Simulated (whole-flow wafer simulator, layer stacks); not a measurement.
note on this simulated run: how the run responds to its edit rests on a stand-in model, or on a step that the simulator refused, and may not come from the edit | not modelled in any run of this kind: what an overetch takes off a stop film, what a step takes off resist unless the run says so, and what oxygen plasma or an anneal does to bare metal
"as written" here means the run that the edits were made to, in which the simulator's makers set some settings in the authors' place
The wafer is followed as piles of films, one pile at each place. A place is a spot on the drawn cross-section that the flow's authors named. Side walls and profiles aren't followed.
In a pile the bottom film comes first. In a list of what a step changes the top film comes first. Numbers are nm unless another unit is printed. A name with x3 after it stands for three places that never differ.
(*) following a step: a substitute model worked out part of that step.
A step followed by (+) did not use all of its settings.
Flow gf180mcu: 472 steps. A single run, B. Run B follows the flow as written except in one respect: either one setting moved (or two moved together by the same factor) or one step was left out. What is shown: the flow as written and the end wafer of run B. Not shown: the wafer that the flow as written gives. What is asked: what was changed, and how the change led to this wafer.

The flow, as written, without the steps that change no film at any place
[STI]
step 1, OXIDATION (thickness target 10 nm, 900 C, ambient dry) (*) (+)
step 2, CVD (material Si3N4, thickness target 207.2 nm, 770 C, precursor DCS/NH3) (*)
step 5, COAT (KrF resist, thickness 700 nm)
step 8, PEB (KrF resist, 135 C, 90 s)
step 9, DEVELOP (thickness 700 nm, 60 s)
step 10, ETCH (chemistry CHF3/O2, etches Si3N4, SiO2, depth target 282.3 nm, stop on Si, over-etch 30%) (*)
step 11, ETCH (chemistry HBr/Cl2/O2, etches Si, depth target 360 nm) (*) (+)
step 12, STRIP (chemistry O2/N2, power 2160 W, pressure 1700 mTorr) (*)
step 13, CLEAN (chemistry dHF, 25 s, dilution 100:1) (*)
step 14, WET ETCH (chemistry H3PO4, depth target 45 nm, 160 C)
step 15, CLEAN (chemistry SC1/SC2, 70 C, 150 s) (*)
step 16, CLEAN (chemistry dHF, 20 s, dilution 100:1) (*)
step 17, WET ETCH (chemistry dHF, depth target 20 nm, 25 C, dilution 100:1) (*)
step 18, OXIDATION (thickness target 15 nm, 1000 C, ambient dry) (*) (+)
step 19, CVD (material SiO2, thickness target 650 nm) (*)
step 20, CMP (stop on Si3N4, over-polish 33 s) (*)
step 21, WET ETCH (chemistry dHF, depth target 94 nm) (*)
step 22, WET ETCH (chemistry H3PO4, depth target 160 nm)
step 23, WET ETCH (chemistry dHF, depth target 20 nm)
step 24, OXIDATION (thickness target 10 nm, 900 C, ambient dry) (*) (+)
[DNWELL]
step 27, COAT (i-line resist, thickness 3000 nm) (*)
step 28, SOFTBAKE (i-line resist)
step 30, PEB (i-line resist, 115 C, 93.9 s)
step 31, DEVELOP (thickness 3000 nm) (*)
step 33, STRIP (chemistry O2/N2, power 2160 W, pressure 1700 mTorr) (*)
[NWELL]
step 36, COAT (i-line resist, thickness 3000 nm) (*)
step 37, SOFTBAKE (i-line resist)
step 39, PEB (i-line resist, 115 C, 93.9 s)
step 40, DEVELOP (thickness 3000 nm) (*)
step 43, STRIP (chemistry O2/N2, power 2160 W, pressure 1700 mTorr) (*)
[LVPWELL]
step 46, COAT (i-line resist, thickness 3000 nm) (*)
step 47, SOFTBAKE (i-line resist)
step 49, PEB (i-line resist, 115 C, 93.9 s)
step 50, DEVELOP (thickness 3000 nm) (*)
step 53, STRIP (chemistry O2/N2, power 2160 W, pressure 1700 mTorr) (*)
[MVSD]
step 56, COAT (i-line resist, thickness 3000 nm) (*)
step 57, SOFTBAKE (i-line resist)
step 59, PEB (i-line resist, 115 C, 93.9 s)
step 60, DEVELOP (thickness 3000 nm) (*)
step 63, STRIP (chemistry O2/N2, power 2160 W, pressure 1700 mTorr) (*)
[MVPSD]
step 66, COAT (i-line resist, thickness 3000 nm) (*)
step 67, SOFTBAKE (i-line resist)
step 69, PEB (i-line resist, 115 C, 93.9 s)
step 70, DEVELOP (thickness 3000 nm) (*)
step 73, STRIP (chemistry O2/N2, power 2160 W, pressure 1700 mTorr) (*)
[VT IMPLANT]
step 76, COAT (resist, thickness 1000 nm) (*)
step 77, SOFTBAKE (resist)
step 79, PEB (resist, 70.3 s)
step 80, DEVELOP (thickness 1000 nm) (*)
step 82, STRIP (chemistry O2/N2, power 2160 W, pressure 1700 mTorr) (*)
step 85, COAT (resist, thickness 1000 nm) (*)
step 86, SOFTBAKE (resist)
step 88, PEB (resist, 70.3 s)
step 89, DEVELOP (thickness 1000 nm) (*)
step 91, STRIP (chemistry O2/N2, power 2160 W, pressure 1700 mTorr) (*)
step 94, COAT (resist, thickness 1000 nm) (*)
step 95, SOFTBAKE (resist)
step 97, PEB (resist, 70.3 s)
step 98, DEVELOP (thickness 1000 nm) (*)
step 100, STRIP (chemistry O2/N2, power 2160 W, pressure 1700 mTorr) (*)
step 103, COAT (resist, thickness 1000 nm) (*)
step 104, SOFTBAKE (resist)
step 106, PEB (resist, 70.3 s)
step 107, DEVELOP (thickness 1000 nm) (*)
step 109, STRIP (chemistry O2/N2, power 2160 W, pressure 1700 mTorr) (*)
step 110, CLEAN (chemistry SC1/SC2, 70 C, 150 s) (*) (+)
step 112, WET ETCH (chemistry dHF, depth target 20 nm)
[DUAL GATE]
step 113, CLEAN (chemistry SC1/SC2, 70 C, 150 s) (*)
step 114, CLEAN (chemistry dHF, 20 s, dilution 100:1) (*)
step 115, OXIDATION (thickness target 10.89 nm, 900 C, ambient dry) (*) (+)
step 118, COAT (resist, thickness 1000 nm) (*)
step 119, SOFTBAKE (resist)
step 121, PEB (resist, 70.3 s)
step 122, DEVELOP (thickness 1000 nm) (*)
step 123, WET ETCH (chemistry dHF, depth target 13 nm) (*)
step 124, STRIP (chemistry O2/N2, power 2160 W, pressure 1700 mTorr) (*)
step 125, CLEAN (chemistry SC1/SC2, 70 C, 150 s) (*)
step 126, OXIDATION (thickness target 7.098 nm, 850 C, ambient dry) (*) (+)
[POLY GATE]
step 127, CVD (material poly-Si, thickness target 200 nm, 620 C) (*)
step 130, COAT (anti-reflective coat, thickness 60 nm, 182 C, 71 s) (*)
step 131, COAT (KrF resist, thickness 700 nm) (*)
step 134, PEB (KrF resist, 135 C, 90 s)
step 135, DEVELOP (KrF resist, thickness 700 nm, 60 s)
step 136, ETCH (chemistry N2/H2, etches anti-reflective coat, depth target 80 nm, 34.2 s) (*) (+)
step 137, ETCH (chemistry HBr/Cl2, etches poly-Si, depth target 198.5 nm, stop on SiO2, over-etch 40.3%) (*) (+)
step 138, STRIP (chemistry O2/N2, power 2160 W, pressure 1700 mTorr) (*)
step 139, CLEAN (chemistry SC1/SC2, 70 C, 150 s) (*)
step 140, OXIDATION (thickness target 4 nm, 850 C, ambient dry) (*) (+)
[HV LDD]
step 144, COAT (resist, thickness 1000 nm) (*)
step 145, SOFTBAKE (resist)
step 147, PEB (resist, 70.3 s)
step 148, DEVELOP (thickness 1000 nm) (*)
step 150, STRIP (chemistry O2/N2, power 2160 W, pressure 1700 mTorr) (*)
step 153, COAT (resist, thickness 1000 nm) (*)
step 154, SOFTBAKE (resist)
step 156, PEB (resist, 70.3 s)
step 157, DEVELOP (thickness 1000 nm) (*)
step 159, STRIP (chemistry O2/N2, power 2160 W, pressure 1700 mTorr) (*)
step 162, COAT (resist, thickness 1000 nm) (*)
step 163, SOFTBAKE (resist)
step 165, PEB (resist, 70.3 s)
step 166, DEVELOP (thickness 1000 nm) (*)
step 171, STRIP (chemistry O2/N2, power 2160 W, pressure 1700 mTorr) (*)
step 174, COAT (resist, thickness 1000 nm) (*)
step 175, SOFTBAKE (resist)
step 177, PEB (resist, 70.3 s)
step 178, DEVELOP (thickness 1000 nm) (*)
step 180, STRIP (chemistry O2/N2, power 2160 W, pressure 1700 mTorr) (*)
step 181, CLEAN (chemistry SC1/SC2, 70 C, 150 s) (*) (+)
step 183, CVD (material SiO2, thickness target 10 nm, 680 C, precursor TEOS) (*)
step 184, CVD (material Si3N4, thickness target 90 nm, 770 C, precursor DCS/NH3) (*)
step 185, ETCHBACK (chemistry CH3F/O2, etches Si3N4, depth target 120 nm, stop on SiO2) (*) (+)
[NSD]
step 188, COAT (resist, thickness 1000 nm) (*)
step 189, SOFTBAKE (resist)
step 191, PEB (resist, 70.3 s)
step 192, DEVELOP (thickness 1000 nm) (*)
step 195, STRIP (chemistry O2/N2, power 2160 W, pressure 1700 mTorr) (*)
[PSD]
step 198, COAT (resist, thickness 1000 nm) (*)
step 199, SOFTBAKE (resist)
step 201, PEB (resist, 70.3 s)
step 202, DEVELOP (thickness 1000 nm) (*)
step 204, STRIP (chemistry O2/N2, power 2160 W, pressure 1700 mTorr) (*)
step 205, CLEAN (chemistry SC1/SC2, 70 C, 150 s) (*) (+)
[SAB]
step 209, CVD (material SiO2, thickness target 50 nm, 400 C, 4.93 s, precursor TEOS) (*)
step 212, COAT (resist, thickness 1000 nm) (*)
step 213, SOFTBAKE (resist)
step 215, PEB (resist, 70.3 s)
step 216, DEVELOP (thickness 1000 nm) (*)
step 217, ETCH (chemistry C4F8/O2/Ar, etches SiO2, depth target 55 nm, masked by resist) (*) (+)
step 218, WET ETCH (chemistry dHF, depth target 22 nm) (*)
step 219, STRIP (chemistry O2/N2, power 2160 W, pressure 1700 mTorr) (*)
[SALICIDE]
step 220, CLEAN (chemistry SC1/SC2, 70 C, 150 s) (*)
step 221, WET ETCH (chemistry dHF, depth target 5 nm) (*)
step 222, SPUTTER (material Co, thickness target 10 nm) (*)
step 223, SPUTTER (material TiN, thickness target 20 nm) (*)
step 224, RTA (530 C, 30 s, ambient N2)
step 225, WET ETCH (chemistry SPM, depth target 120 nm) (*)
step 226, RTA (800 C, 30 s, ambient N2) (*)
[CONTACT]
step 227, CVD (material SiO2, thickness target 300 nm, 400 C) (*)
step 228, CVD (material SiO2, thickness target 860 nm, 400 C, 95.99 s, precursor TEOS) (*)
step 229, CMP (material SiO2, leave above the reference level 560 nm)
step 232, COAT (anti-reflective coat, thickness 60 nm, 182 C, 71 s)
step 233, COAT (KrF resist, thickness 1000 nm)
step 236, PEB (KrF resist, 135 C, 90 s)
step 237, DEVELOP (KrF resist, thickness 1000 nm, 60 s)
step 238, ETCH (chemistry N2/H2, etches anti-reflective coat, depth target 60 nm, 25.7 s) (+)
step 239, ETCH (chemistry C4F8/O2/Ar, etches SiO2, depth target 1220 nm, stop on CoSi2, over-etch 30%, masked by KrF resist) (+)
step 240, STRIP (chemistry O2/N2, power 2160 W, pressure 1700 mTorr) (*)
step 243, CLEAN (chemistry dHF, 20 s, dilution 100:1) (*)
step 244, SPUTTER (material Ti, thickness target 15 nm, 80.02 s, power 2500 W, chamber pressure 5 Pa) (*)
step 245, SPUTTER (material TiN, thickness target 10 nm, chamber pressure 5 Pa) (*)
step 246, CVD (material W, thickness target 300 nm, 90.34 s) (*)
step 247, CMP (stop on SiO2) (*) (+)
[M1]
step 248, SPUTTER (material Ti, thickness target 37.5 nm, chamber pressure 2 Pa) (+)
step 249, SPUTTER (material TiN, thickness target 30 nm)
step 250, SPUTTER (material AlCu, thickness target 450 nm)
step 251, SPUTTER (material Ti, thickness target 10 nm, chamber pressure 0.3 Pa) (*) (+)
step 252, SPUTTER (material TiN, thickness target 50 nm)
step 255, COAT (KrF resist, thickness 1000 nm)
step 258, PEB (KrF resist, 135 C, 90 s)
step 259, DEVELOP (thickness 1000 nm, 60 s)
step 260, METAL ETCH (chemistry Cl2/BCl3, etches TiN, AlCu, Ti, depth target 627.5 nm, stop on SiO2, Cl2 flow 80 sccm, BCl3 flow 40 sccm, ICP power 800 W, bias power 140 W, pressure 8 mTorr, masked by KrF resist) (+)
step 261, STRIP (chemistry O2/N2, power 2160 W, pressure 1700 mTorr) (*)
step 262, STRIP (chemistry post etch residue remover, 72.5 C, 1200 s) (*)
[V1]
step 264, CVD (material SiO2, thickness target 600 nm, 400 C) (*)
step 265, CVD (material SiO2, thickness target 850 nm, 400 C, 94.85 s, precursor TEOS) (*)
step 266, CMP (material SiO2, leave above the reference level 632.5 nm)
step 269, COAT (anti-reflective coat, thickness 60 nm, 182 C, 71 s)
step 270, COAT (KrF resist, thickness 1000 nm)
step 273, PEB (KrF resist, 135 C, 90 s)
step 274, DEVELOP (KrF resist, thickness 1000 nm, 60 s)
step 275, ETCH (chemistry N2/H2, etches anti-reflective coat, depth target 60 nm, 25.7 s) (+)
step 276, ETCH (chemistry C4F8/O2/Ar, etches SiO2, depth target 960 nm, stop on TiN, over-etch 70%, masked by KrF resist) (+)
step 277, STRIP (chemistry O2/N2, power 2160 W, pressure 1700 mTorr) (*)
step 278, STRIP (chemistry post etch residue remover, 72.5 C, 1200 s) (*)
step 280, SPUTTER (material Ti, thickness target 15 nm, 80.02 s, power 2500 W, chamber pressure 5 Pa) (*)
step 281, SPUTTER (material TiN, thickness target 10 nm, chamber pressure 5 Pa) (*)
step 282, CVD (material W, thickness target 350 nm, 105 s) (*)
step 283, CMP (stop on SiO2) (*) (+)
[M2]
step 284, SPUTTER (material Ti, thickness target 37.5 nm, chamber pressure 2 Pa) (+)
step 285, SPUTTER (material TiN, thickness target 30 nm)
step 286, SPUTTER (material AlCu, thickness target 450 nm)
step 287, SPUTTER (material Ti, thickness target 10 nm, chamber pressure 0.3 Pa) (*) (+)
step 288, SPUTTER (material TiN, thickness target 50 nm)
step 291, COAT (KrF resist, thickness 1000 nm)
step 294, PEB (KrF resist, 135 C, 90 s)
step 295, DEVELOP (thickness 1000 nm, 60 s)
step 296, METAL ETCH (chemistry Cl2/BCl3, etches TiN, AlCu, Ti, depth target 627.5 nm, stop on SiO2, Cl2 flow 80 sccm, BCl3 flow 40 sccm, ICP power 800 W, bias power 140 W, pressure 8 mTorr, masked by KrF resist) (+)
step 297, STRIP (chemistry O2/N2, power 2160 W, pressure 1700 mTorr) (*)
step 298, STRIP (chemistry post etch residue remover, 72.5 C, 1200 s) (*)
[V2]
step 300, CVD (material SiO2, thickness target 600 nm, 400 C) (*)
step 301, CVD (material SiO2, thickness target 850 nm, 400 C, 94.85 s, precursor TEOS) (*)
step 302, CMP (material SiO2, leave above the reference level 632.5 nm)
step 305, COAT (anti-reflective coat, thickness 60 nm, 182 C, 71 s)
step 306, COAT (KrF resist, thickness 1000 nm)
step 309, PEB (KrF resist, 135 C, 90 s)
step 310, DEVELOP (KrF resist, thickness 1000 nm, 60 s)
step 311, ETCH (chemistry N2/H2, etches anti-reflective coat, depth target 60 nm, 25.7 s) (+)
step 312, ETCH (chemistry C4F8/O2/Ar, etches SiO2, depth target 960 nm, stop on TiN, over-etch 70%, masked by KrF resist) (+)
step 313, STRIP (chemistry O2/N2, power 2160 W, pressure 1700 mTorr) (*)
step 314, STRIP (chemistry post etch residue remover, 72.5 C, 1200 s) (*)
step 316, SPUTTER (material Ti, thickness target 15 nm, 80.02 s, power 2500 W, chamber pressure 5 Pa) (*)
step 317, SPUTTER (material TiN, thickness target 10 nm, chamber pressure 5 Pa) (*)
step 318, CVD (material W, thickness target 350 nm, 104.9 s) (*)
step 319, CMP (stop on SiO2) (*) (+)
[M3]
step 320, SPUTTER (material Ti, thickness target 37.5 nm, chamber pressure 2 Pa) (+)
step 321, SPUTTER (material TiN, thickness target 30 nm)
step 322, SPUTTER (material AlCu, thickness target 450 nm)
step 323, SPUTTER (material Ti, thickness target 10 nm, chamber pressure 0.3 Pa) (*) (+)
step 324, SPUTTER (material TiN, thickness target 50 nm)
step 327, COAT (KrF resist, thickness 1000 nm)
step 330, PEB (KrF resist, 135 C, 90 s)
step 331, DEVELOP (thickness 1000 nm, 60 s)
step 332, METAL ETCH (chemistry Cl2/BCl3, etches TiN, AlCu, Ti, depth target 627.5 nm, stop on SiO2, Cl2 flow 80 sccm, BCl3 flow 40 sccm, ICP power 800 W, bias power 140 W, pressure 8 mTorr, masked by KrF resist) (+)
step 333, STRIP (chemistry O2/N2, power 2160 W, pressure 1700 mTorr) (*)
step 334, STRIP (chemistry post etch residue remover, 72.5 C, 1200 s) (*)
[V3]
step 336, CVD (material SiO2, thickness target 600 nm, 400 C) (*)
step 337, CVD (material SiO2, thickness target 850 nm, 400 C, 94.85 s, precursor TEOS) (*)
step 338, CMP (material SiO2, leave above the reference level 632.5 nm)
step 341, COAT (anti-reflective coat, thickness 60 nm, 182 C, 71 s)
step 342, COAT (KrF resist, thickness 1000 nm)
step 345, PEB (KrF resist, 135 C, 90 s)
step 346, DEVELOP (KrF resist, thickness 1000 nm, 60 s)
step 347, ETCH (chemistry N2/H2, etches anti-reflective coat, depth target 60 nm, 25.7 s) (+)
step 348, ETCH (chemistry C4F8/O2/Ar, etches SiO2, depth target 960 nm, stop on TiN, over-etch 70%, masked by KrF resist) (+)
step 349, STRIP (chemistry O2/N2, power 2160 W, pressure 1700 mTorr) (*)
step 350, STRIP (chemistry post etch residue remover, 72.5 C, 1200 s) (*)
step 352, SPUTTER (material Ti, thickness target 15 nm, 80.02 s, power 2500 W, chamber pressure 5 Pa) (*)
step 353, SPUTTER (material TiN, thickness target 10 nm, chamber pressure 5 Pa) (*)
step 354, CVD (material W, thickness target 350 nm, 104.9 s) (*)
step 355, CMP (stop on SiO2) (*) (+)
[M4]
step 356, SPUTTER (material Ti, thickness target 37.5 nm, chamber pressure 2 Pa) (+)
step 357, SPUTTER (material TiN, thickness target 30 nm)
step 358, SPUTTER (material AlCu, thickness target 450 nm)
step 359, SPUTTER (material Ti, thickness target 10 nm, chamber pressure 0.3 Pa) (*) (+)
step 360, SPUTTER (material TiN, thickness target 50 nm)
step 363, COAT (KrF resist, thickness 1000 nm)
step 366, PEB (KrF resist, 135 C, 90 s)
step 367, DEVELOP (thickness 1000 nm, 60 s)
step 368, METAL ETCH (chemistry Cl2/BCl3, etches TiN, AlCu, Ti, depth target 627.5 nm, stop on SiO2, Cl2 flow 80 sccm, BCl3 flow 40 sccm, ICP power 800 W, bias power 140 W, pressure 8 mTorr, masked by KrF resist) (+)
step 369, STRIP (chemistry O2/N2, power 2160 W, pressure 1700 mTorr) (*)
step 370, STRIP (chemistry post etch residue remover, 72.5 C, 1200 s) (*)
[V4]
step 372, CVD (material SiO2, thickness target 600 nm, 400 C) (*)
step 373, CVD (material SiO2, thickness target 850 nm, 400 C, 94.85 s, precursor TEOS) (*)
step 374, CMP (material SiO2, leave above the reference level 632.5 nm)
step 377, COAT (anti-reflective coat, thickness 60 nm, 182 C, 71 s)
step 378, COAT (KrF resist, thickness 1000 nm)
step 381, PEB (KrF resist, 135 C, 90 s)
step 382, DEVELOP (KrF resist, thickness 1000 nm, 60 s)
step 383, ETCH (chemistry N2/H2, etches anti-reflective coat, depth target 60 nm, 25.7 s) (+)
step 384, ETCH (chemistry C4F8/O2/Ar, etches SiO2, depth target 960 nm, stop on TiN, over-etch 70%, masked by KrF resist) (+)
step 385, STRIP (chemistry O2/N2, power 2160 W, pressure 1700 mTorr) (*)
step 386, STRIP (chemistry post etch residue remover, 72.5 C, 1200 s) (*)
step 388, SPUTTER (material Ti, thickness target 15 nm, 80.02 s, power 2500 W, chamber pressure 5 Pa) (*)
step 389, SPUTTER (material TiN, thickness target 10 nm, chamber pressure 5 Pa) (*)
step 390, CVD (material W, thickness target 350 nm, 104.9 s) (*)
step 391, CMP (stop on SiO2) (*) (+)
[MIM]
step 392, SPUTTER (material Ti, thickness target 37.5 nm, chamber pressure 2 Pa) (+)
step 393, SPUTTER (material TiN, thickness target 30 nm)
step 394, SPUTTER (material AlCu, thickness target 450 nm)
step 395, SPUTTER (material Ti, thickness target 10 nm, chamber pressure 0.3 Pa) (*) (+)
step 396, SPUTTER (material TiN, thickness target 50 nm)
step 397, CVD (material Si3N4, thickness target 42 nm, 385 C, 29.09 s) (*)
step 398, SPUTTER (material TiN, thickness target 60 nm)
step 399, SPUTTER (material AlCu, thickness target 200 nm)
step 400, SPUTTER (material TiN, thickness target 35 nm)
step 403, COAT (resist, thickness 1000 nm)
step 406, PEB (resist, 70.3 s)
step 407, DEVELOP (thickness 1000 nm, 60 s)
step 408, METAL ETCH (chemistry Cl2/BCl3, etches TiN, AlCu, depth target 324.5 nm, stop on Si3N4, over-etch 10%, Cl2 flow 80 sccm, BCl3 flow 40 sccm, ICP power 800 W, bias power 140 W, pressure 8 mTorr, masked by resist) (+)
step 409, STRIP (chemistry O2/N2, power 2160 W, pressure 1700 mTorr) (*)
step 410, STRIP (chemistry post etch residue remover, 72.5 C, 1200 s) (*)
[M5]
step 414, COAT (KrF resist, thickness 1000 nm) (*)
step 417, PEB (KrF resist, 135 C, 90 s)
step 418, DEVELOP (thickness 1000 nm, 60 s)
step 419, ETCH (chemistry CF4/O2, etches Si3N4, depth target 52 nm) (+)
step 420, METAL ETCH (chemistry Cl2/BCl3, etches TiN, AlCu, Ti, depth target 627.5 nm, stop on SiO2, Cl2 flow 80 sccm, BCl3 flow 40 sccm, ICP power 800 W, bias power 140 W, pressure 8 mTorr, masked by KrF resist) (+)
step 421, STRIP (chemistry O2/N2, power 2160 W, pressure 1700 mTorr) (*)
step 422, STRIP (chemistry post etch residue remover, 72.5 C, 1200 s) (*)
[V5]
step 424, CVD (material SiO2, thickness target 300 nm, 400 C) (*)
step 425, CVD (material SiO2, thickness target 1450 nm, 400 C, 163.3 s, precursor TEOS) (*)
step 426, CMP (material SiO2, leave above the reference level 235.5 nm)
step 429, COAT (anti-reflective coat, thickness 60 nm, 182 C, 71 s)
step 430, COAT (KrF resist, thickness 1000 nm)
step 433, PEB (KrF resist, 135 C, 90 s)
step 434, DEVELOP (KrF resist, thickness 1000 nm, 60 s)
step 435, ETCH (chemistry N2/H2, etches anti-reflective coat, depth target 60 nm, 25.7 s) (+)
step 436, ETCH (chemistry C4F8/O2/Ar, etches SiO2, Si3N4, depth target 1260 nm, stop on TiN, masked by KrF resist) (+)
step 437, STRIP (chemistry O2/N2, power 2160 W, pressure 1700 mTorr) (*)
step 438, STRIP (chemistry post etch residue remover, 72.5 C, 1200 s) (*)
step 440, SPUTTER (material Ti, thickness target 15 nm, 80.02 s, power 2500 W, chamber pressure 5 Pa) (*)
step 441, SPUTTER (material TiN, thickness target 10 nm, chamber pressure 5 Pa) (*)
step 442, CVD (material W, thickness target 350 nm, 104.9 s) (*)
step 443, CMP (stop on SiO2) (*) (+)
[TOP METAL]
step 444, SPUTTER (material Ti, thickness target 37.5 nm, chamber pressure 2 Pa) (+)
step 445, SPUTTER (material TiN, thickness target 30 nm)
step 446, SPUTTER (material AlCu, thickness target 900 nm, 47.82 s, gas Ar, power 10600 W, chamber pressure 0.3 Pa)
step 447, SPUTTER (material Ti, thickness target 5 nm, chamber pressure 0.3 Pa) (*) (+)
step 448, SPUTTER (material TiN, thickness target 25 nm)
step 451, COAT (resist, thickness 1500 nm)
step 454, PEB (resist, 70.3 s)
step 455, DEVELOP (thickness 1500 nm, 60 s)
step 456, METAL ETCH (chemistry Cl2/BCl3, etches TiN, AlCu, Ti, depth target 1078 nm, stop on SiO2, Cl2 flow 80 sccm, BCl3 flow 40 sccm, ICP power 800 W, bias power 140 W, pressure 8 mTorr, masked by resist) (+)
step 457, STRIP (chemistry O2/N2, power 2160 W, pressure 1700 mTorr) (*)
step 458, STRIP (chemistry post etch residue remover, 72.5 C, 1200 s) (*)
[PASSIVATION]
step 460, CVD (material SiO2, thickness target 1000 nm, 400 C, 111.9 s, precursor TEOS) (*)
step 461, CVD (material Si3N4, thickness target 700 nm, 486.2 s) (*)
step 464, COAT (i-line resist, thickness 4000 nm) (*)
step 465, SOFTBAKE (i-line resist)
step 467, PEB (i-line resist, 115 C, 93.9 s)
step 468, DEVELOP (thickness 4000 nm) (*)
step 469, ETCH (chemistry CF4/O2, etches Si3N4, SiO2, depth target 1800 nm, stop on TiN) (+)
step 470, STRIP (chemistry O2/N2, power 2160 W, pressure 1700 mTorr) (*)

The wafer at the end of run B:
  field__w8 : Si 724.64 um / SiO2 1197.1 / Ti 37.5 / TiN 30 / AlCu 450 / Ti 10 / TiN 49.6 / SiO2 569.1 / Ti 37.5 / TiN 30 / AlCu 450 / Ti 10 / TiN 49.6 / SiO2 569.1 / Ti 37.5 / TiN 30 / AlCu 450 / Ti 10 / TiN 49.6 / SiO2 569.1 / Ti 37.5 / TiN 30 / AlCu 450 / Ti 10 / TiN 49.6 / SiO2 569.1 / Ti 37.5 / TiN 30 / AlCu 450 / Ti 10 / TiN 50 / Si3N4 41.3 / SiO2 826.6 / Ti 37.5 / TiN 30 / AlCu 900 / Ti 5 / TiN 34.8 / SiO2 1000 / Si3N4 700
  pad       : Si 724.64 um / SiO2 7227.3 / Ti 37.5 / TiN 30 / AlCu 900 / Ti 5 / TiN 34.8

What caused this: step 448, SPUTTER: thickness target 35.2 nm was run, whereas the flow has thickness target 25 nm.

How this came from the change, step by step:
  step 448, SPUTTER (material TiN, thickness target 25 nm)
      field, field__w1, field__w2 and 109 more: +35.2 TiN (new film) (it would be, as written: +25 TiN (new film))
  step 456, METAL ETCH (chemistry Cl2/BCl3, etches TiN, AlCu, Ti, depth target 1078 nm, stop on SiO2, Cl2 flow 80 sccm, BCl3 flow 40 sccm, ICP power 800 W, bias power 140 W, pressure 8 mTorr, masked by resist) (+)
      field, field__w1, field__w2 and 103 more: -35.2 TiN (all of it), -5 Ti (all of it), -900 AlCu (all of it), -30 TiN (all of it), -37.5 Ti (all of it) (it would be, as written: -25 TiN (all of it), -5 Ti (all of it), -900 AlCu (all of it), -30 TiN (all of it), -37.5 Ti (all of it))
  step 465, SOFTBAKE (i-line resist)
      gate: -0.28 i-line resist (it would be, as written: +1.79 i-line resist)
      ld_acc_p, ld_fp_p, ld_drift_p: +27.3 i-line resist (it would be, as written: +33.8 i-line resist)
      (also at 56 further places)
